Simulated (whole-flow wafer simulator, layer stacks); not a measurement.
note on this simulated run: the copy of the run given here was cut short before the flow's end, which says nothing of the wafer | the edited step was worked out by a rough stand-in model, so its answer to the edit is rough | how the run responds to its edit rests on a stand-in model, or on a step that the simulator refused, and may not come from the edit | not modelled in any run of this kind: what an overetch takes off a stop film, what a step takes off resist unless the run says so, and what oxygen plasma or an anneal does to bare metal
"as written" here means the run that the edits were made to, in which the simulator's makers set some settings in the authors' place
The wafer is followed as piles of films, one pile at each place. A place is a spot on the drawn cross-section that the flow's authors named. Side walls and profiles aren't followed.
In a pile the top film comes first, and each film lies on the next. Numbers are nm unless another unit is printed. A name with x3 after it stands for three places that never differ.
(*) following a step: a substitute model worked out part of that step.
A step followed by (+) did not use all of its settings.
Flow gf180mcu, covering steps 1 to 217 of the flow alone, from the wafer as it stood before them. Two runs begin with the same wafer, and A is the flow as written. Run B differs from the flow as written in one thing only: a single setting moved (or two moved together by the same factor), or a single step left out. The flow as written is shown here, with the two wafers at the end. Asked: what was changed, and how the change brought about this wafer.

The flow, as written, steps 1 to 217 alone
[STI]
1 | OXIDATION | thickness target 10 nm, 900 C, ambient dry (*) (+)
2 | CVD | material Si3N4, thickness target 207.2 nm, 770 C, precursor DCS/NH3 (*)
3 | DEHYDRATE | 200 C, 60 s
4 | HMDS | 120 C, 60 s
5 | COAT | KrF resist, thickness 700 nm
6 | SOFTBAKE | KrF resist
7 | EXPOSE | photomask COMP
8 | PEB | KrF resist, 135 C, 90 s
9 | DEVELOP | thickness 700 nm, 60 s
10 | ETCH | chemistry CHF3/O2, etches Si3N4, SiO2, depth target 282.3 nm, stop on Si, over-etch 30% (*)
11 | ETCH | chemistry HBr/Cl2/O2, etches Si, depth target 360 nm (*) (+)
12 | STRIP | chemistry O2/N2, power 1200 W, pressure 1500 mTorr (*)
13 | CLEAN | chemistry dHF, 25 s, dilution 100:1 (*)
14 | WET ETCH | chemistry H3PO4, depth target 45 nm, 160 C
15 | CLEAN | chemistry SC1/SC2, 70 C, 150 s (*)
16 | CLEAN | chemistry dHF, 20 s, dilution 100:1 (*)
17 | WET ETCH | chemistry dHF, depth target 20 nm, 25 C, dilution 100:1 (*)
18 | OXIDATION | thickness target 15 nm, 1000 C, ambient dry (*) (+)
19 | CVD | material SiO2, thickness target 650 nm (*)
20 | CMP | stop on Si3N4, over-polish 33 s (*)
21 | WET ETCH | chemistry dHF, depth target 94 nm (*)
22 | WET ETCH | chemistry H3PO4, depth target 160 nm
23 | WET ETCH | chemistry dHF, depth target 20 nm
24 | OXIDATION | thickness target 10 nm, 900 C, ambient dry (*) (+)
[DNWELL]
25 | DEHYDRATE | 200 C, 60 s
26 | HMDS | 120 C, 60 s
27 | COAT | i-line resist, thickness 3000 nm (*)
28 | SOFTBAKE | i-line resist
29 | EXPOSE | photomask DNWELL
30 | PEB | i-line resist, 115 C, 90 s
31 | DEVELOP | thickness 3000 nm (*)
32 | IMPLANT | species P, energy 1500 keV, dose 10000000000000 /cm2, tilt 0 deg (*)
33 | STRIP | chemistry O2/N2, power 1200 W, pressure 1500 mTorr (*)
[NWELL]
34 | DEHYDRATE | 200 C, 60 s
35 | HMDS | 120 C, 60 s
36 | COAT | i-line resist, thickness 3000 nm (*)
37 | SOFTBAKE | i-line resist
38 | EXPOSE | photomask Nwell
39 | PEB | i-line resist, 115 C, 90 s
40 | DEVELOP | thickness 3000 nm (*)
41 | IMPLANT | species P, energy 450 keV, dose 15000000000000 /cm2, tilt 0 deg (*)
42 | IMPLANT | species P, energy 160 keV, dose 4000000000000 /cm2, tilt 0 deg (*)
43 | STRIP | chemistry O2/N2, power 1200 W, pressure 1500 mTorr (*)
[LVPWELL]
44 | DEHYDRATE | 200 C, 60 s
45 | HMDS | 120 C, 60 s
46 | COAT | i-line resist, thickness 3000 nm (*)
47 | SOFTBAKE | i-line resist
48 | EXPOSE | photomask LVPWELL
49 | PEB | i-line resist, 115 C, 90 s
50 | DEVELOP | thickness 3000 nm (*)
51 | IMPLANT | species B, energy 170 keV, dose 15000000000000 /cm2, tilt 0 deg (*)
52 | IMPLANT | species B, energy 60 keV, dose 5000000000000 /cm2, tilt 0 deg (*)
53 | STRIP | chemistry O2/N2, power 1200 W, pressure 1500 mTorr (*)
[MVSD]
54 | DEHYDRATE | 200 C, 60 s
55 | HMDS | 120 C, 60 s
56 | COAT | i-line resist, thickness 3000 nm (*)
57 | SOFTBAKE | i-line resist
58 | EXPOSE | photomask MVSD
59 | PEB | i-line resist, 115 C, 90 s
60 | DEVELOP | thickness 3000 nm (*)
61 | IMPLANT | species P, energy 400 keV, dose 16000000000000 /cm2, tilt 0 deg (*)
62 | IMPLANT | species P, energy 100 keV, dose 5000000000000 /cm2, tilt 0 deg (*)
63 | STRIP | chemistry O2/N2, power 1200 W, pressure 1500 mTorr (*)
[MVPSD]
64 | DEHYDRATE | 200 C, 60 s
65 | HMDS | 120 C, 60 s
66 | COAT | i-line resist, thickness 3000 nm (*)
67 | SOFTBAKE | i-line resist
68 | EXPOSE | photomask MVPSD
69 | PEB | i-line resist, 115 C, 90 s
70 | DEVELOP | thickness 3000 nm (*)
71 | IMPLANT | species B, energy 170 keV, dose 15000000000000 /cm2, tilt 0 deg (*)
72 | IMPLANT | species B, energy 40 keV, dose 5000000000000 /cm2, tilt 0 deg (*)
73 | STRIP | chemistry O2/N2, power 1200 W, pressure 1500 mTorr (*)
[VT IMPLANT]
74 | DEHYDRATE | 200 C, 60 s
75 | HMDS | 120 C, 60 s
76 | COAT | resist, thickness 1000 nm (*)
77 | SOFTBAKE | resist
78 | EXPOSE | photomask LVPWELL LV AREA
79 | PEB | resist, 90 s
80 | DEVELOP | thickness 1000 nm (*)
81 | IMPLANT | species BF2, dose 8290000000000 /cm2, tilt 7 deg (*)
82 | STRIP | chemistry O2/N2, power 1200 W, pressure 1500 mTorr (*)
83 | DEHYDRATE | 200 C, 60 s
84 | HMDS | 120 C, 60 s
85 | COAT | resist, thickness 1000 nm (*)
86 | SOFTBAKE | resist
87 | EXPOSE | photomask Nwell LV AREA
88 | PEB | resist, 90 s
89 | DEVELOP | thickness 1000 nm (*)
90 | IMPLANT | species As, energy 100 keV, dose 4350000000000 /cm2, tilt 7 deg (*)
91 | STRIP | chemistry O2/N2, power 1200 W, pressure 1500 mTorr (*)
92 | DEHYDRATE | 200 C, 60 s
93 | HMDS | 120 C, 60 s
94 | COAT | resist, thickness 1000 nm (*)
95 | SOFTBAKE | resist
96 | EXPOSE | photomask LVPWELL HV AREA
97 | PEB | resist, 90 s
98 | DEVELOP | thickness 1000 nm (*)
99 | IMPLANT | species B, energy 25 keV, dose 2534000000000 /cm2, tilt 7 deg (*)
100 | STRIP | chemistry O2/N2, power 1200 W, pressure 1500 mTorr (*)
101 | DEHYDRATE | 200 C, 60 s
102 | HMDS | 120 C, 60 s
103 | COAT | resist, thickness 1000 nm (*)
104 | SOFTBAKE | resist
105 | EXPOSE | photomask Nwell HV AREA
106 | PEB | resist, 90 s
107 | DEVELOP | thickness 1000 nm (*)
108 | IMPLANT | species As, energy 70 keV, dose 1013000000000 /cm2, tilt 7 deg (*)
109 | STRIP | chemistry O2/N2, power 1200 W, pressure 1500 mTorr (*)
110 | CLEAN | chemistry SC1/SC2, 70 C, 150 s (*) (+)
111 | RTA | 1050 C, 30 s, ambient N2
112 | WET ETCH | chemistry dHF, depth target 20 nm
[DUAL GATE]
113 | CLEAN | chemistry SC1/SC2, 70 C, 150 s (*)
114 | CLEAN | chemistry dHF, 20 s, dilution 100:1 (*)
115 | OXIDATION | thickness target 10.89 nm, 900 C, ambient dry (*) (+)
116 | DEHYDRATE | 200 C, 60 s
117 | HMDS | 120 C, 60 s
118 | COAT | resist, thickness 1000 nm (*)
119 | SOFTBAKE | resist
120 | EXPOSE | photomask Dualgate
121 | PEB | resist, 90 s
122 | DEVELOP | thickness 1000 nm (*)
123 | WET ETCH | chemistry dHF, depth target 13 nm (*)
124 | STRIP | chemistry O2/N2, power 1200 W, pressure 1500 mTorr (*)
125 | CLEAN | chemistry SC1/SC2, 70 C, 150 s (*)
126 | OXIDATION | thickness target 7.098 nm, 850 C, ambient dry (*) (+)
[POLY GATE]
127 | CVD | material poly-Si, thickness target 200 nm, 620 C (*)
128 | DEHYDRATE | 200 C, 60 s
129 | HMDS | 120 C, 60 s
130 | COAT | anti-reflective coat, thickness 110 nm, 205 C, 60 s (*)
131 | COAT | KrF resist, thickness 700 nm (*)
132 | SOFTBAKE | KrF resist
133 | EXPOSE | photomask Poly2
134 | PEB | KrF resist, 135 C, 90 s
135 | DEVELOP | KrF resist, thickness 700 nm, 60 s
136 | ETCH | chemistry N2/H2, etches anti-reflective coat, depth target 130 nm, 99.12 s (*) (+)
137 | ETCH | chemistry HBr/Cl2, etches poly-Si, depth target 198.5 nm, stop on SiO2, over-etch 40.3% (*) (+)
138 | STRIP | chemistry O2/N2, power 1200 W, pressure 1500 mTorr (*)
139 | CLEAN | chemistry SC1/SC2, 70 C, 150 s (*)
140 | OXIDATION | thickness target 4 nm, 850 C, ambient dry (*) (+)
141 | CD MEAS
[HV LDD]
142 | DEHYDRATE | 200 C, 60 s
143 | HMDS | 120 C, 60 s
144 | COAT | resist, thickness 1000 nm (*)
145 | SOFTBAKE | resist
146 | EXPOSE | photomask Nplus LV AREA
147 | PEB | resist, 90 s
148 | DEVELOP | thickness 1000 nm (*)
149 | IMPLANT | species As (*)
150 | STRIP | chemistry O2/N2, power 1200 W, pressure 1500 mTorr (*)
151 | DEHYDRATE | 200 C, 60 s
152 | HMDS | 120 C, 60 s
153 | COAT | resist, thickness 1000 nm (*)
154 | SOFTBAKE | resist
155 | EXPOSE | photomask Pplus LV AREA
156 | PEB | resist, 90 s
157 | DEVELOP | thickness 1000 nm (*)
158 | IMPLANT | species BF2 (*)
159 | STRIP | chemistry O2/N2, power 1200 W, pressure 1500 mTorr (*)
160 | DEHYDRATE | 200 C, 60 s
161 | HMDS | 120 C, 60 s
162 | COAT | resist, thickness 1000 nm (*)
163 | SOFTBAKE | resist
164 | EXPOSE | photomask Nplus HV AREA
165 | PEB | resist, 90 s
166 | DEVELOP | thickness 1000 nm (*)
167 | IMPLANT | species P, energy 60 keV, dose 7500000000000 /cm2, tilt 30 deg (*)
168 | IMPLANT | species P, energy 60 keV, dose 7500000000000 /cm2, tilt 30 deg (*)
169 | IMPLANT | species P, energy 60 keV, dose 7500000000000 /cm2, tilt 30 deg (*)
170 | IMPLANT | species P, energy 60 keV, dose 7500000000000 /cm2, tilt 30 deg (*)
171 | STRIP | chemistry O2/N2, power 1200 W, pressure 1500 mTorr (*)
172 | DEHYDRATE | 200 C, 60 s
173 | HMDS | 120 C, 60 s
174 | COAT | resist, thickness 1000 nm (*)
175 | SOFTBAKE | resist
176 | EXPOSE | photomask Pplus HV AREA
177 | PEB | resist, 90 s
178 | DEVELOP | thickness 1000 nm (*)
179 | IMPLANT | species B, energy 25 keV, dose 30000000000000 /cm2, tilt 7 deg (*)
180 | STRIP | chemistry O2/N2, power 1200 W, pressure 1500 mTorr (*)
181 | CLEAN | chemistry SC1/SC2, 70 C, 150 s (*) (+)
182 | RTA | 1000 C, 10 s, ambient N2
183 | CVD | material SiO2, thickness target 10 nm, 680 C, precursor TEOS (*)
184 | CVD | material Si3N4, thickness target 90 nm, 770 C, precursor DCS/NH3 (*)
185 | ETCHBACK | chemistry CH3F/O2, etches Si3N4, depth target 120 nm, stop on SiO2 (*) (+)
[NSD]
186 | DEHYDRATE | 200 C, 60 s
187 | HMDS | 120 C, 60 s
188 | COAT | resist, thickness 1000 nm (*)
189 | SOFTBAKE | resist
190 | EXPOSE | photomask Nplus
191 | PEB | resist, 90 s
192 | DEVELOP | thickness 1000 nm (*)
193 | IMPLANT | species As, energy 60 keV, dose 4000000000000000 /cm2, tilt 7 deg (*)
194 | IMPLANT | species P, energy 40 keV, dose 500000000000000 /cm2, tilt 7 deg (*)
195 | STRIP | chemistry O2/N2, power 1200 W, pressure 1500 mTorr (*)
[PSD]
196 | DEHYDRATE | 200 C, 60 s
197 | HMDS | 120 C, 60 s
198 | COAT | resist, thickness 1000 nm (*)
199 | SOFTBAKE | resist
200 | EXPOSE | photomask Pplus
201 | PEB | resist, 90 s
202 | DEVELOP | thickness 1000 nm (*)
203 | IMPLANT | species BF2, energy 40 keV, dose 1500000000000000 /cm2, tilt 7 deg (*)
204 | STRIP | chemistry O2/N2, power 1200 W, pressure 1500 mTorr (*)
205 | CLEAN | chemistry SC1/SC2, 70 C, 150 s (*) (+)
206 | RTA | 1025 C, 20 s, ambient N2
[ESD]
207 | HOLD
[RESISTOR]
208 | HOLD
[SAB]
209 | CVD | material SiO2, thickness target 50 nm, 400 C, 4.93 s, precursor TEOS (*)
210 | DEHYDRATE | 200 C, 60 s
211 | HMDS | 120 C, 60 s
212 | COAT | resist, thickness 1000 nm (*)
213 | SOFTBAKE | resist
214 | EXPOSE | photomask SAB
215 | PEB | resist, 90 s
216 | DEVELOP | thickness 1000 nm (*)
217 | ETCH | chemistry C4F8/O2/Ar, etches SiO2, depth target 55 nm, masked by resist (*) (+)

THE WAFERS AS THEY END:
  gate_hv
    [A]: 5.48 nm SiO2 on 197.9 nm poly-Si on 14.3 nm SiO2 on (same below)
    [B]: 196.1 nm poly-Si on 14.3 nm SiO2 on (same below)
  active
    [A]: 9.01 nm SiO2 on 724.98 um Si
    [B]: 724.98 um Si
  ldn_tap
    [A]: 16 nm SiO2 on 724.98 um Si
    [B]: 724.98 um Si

The reason: step 209, CVD: 2.958 s was run, while the flow as written has 4.93 s.

The path from the change to this, step by step:
  209 | CVD | material SiO2, thickness target 50 nm, 400 C, 4.93 s, precursor TEOS (*)
      field, field__w7, field__w8 and 73 more: A SiO2 gains 50 | B SiO2 gains 30.3
      field_sub, field_sub__w2, ld_drn_n, ld_sd_p: A SiO2 gains 48.8 | B SiO2 gains 29.6
      (also at 29 further places)
  217 | ETCH | chemistry C4F8/O2/Ar, etches SiO2, depth target 55 nm, masked by resist (*) (+)
      gate, gate_hv, gate_p and 23 more: A SiO2 loses 55 | B SiO2 loses 40.8 (all of it), poly-Si loses 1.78
      sd_p_hv, ldn_tap, ldn_src, ldn_drn, ldp_tap, ldp_src, ldp_drn, ldp_gr: A SiO2 loses 55 | B SiO2 loses 51.3 (all of it), Si loses 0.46
      (also at 16 further places)
